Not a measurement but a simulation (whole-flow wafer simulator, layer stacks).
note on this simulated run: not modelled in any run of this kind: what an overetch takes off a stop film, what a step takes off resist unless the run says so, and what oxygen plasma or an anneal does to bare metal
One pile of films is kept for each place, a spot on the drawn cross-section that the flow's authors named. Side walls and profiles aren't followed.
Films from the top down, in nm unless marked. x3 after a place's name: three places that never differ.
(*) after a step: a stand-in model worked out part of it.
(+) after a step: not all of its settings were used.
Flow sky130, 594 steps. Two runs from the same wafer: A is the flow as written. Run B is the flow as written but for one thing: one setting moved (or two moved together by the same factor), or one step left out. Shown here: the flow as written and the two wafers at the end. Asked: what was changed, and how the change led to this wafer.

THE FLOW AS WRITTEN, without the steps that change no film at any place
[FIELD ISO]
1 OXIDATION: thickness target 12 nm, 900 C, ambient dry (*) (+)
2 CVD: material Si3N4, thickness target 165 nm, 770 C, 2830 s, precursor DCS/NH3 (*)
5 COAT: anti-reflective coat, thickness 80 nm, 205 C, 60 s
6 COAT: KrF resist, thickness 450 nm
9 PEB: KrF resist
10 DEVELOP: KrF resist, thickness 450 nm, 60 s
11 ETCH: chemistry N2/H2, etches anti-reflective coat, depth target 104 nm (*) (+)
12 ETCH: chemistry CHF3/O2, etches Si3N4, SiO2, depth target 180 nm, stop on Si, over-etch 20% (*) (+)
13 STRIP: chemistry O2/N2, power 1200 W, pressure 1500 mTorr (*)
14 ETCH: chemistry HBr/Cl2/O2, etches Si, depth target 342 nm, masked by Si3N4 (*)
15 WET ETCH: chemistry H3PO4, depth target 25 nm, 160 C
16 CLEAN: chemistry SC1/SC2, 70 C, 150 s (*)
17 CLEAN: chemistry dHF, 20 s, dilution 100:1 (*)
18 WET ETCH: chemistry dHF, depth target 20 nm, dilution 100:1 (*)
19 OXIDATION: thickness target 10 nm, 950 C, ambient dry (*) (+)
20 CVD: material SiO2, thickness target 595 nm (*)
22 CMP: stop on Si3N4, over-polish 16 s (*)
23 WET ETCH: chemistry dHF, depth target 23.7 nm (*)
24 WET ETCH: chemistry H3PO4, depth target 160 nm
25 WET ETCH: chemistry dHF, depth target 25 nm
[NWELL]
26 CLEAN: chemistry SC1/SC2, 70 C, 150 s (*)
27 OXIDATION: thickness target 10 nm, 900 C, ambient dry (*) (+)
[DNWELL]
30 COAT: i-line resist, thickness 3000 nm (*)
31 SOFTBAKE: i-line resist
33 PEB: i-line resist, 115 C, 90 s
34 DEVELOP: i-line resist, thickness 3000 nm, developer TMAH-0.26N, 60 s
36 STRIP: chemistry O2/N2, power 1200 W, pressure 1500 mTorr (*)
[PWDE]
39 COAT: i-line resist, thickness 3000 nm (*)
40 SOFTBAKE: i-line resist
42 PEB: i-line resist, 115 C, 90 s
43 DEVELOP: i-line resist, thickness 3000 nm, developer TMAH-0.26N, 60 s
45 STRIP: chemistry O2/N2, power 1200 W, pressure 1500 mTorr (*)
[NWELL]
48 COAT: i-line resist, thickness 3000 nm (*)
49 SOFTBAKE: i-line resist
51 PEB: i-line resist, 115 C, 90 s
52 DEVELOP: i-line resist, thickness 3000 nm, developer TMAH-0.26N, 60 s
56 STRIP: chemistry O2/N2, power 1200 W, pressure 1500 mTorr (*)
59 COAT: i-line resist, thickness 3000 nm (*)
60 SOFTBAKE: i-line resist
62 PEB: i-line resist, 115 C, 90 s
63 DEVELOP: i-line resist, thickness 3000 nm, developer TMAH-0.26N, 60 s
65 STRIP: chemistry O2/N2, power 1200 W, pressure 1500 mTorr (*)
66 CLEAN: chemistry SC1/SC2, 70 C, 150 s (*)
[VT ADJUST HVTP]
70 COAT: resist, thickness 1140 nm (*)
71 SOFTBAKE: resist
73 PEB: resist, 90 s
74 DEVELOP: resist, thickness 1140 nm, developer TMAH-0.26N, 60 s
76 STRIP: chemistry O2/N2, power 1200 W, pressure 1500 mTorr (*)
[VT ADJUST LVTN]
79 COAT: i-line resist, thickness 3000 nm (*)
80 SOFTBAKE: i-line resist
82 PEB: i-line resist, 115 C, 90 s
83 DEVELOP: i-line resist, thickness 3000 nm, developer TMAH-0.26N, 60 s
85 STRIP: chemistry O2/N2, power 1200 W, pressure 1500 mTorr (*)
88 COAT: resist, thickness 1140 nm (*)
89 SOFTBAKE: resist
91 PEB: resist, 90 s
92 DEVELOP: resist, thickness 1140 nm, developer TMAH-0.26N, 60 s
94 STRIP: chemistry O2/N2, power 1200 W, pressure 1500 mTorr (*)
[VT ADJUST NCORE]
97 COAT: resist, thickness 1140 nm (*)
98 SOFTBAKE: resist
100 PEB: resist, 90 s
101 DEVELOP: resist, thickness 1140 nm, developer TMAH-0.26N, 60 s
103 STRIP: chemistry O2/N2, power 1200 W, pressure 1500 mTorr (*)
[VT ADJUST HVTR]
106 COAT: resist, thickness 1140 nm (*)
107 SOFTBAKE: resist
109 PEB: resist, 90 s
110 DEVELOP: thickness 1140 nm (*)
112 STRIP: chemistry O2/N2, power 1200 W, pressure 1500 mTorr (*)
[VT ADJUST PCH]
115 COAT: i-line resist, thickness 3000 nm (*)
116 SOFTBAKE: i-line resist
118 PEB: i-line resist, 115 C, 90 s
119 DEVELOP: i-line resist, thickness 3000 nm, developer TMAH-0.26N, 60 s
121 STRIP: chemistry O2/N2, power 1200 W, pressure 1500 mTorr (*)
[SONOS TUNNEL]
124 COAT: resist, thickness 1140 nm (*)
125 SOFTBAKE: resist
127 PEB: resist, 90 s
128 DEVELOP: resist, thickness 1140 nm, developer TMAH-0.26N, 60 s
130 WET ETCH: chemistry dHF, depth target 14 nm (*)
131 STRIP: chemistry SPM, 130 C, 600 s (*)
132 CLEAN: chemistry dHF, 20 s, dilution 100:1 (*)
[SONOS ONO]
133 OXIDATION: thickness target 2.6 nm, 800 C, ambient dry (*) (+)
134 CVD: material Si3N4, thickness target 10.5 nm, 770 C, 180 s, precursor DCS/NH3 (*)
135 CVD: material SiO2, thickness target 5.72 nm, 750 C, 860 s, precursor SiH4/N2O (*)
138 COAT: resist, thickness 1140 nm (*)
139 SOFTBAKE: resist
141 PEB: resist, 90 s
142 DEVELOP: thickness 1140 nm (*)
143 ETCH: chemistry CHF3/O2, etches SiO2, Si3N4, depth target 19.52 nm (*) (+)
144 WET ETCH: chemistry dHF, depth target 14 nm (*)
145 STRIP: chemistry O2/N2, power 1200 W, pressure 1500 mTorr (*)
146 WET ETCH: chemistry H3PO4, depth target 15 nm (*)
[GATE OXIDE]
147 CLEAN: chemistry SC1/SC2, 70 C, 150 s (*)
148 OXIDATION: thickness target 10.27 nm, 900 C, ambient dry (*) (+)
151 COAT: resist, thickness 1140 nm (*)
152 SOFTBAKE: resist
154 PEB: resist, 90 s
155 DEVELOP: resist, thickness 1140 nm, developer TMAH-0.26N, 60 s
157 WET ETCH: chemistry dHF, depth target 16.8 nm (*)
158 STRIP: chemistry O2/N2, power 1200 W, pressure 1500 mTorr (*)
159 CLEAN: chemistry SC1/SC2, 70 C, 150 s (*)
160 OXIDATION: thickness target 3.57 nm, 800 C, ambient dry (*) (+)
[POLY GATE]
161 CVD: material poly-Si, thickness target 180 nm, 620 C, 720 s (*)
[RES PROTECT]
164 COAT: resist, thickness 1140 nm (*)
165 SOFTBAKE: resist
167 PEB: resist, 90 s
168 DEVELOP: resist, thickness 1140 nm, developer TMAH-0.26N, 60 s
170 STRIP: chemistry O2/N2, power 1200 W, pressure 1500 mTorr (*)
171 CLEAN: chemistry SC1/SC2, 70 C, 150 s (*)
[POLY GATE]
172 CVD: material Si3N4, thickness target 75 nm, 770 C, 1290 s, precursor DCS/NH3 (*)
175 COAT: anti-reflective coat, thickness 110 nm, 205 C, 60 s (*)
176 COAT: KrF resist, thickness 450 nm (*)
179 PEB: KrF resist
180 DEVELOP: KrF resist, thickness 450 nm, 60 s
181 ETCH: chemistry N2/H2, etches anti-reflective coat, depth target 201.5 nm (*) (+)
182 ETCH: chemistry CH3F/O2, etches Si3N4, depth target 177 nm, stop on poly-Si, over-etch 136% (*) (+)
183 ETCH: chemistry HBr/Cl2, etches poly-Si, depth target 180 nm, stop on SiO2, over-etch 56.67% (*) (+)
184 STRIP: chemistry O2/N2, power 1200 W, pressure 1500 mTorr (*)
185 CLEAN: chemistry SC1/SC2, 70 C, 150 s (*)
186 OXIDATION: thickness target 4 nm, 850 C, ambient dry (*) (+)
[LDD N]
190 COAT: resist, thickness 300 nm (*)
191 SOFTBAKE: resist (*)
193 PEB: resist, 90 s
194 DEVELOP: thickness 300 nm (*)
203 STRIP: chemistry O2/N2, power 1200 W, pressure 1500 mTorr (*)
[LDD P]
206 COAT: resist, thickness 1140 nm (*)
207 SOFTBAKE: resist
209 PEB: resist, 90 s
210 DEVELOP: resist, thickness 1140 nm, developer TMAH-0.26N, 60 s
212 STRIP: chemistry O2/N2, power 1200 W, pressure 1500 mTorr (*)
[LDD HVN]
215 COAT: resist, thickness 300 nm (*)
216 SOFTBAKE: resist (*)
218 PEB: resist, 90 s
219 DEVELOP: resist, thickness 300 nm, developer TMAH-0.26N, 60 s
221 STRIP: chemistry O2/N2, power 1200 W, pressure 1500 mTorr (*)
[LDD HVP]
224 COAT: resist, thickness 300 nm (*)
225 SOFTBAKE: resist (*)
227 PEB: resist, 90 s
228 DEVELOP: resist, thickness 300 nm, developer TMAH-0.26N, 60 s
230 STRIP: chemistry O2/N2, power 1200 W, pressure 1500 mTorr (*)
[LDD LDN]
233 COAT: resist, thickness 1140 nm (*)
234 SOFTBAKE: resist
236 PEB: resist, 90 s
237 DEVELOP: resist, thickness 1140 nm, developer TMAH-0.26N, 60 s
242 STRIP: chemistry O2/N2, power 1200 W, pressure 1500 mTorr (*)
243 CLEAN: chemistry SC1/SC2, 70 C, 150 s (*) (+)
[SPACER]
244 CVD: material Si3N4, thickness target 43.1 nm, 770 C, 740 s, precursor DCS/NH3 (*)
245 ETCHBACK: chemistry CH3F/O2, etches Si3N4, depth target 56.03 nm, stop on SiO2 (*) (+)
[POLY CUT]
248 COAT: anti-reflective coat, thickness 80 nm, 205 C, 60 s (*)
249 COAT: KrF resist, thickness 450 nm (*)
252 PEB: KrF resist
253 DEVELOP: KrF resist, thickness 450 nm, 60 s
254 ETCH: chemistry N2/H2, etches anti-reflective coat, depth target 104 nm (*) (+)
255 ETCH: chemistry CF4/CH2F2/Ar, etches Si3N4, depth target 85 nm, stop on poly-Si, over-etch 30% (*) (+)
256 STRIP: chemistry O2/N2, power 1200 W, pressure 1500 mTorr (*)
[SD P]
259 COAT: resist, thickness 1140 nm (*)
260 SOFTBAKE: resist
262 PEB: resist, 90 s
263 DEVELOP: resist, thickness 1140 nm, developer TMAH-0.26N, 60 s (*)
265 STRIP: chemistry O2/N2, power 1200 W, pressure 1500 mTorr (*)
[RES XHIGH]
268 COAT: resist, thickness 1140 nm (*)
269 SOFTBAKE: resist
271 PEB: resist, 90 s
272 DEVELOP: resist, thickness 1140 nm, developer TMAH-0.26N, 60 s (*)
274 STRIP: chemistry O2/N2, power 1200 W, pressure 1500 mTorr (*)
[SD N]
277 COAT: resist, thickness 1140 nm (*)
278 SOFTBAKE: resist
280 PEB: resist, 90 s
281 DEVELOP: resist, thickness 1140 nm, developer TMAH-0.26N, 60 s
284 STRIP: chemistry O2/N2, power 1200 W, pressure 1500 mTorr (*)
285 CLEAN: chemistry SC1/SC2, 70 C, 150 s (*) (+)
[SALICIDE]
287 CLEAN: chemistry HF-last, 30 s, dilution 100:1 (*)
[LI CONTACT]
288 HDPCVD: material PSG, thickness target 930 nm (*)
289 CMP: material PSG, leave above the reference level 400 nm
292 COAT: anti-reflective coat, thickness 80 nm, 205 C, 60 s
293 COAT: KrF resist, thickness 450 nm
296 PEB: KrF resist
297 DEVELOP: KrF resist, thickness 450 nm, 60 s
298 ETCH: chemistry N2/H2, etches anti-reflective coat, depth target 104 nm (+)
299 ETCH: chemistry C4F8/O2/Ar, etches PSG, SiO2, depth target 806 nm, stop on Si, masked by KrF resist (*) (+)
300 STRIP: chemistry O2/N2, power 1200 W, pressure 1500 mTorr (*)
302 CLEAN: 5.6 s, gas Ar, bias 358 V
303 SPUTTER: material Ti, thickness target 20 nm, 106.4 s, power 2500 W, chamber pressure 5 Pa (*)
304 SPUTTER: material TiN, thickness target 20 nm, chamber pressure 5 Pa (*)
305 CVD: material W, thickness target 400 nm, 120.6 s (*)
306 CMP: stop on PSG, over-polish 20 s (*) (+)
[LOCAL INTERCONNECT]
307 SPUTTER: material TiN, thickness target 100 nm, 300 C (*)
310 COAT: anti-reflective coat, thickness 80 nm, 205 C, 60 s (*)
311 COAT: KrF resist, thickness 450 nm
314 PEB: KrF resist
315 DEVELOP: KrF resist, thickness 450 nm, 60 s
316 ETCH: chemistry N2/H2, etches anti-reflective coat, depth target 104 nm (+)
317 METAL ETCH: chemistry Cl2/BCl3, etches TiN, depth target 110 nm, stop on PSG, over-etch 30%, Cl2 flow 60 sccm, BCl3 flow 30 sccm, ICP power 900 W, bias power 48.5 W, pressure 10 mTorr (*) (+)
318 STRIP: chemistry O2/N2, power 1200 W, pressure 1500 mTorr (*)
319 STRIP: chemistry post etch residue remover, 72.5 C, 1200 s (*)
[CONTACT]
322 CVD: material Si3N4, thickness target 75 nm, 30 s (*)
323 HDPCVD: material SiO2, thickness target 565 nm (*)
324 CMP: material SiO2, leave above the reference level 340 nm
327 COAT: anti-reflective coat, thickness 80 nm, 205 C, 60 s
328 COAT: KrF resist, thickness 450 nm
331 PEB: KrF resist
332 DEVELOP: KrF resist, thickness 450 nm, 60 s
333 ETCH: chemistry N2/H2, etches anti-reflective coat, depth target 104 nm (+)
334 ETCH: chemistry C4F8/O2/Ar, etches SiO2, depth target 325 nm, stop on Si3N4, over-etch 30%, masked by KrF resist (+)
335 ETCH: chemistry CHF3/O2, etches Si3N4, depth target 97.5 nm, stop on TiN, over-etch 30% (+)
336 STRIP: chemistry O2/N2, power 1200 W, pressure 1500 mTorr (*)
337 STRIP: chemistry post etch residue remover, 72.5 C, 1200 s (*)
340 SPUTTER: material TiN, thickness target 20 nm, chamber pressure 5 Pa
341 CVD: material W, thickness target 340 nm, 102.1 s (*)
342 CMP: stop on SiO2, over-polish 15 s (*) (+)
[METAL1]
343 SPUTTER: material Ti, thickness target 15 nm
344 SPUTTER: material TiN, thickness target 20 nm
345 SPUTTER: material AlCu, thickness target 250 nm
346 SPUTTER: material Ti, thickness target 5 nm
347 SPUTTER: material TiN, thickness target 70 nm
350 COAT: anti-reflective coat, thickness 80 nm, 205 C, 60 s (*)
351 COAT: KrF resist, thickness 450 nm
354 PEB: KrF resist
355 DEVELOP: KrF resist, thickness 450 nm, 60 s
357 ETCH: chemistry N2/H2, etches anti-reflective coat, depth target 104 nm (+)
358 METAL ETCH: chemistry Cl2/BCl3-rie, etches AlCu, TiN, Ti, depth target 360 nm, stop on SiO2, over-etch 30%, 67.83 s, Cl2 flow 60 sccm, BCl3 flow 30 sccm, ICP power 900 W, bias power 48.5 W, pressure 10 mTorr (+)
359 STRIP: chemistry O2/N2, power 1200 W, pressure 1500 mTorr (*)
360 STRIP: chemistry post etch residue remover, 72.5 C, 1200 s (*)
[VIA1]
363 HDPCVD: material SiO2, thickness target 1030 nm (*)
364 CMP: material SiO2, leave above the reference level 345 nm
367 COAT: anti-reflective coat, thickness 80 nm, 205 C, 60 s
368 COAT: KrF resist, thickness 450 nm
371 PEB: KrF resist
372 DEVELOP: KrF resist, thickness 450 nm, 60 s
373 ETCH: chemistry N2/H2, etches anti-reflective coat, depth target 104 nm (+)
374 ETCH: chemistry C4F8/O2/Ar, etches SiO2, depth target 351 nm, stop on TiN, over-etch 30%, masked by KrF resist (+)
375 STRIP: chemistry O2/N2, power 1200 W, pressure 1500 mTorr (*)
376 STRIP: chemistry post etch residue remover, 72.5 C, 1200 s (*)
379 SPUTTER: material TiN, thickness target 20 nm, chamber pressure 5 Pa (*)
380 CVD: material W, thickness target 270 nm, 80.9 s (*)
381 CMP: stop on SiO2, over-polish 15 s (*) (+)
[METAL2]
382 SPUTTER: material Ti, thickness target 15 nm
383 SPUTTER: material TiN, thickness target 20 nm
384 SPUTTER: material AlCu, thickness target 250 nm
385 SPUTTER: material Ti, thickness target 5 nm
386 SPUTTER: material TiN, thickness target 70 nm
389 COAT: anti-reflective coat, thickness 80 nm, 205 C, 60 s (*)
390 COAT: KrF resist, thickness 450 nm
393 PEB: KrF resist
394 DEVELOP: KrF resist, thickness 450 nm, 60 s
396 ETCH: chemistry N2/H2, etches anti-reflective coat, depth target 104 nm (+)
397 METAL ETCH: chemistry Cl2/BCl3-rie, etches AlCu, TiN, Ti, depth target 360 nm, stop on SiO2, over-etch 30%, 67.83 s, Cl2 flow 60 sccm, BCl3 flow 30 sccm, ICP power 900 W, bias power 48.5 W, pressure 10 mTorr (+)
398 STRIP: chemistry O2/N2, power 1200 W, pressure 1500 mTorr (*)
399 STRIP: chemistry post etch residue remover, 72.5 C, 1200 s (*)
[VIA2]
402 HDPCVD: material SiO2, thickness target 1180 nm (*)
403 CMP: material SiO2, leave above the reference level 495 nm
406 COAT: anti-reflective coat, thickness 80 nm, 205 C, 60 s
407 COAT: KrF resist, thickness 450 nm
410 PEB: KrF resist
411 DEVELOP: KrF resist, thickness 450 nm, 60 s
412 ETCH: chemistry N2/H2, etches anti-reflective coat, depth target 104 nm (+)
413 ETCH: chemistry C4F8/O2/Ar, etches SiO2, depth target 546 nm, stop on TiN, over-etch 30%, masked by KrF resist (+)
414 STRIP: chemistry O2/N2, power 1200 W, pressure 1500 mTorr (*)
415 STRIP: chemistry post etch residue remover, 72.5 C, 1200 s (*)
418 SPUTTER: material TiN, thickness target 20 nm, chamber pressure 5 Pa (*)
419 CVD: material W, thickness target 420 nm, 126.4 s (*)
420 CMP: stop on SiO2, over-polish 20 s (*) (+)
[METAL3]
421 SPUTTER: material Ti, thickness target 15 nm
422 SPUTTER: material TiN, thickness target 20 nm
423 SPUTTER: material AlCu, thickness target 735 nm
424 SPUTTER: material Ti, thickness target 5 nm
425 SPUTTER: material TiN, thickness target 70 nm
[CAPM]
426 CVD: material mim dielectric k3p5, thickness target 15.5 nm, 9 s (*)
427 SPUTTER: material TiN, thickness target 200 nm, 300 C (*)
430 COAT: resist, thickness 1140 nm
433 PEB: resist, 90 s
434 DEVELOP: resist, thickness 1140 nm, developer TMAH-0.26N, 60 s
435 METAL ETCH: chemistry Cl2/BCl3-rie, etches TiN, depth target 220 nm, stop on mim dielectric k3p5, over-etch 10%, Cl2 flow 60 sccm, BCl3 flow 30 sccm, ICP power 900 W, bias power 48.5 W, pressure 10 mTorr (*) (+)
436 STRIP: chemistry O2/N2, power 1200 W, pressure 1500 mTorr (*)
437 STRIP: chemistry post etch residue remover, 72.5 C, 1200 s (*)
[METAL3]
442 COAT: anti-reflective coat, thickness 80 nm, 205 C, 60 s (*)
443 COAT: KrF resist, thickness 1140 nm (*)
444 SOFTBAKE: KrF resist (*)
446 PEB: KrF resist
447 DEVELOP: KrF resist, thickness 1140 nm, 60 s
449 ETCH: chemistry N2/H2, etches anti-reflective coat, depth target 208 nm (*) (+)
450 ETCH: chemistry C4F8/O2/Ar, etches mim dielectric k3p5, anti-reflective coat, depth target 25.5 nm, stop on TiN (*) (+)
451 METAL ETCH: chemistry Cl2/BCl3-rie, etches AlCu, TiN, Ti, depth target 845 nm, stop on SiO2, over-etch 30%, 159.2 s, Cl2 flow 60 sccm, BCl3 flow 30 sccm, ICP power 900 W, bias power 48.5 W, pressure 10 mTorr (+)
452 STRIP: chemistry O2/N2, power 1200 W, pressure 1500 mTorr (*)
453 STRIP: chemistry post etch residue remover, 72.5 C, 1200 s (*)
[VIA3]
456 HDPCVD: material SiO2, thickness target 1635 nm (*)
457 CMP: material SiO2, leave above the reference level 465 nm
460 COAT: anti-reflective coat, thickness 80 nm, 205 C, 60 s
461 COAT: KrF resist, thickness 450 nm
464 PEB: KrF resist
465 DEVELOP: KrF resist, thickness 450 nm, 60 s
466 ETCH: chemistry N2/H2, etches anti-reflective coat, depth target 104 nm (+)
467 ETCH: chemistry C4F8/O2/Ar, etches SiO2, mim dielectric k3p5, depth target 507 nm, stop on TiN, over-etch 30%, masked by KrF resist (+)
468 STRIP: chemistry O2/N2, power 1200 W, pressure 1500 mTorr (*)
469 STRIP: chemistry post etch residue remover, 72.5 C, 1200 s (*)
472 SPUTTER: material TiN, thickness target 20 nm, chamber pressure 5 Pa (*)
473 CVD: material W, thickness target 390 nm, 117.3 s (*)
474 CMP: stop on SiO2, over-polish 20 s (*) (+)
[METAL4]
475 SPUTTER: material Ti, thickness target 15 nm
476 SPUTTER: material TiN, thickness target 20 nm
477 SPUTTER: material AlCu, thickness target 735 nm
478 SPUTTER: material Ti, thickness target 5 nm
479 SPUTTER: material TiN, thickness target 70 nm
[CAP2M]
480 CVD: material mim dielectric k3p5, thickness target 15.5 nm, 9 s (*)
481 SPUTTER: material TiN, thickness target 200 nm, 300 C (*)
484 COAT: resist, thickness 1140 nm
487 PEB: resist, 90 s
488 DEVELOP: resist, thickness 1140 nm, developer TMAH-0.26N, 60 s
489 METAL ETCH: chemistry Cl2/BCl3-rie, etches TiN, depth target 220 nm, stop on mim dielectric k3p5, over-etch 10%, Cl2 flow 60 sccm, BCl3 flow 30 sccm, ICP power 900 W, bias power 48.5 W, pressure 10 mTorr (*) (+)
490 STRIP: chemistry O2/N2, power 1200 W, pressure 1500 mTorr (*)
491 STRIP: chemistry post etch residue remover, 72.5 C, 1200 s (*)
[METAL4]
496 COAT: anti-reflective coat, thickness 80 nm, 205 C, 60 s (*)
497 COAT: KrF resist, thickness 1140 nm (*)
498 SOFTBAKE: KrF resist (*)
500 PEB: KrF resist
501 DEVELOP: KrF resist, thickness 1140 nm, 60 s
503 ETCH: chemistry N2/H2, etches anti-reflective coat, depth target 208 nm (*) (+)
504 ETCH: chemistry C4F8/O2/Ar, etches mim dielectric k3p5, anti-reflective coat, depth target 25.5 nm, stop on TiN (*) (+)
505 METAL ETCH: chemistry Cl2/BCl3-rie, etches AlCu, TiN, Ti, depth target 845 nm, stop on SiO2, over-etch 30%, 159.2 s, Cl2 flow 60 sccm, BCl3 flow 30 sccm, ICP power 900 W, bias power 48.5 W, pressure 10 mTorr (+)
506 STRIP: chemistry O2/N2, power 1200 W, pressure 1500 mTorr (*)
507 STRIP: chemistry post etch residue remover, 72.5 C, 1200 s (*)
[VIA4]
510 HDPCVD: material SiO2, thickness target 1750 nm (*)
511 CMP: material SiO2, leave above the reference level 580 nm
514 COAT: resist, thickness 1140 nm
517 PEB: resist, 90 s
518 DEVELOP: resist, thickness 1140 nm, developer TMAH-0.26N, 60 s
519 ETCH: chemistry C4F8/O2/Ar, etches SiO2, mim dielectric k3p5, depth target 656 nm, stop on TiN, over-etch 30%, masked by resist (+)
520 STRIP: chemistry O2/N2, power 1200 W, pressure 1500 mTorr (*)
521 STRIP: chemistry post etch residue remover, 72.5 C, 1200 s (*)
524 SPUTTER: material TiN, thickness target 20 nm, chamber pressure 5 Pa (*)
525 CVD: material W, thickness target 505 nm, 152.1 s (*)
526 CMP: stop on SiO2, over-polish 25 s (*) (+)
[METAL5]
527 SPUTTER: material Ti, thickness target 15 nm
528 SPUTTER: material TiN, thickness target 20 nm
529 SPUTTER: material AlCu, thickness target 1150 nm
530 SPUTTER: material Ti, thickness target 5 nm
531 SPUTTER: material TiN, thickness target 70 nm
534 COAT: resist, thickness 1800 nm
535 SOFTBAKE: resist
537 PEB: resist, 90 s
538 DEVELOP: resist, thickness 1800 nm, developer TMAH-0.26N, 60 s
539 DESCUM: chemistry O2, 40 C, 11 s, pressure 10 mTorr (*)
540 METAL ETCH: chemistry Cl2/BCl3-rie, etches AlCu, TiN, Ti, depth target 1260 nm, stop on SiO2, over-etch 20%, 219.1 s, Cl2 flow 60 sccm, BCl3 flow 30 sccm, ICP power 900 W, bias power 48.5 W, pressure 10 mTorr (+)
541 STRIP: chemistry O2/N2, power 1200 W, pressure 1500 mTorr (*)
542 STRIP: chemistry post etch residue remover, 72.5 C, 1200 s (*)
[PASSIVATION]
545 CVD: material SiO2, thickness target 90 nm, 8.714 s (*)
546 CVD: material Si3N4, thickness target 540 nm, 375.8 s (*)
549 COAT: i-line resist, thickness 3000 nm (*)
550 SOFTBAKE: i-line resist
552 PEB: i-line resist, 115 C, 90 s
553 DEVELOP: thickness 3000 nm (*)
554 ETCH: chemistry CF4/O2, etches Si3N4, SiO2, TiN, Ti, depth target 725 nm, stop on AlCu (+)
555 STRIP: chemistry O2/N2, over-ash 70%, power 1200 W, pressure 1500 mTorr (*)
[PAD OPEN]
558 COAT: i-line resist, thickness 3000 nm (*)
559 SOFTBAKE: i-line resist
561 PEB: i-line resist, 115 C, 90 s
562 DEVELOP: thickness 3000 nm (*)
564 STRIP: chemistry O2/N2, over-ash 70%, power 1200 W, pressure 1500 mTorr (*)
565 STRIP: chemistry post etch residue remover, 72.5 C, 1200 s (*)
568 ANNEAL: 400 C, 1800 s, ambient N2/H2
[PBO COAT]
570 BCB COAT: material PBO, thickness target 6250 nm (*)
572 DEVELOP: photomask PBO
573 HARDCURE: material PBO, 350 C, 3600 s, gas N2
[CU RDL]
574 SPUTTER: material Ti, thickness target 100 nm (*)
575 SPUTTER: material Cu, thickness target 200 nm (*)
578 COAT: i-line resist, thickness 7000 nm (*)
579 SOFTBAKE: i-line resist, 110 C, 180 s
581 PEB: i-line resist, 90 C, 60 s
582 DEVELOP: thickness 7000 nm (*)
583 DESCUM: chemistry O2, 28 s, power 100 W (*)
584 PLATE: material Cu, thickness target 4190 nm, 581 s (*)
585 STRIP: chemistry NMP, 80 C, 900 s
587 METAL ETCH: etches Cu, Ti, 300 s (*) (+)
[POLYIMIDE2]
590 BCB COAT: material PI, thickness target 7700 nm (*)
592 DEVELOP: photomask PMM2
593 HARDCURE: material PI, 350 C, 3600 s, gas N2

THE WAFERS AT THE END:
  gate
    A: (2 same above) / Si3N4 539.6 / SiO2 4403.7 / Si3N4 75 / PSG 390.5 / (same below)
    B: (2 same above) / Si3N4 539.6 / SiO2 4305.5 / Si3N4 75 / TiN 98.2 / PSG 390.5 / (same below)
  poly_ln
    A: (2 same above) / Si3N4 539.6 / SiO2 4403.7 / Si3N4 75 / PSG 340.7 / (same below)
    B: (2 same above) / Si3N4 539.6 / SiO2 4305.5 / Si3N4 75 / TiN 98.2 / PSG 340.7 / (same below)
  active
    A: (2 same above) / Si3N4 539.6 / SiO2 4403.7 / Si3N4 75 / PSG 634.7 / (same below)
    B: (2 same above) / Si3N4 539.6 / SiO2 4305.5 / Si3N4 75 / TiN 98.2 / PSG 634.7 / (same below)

The cause: step 317, METAL ETCH: chemistry Cl2/BCl3, etches TiN, depth target 110 nm, stop on PSG, over-etch 30%, Cl2 flow 60 sccm, BCl3 flow 30 sccm, ICP power 900 W, bias power 48.5 W, pressure 10 mTorr (*) (+), was left out.

How the change led to this, step by step:
  318 STRIP: chemistry O2/N2, power 1200 W, pressure 1500 mTorr (*)
      n_well, p_well, gate_hv and 93 more: A KrF resist -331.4 (all of it), anti-reflective coat -80 (all of it) | B KrF resist -375.4 (all of it), anti-reflective coat -80 (all of it)
      poly_licon, rpo_hd_licon: A KrF resist -331.5 (all of it), anti-reflective coat -80.4 (all of it) | B KrF resist -375.5 (all of it), anti-reflective coat -80.4 (all of it)
      (and at 2 more places)
  324 CMP: material SiO2, leave above the reference level 340 nm
      field, active, gate and 88 more: A SiO2 -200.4 | B SiO2 -298.7
Counting metal films that touch as one body, gate has 1 body; the flow as written gives 0 bodies.
Counting metal films that touch as one body, poly_ln has 1 body; the flow as written gives 0 bodies.
Counting metal films that touch as one body, active has 1 body; the flow as written gives 0 bodies.
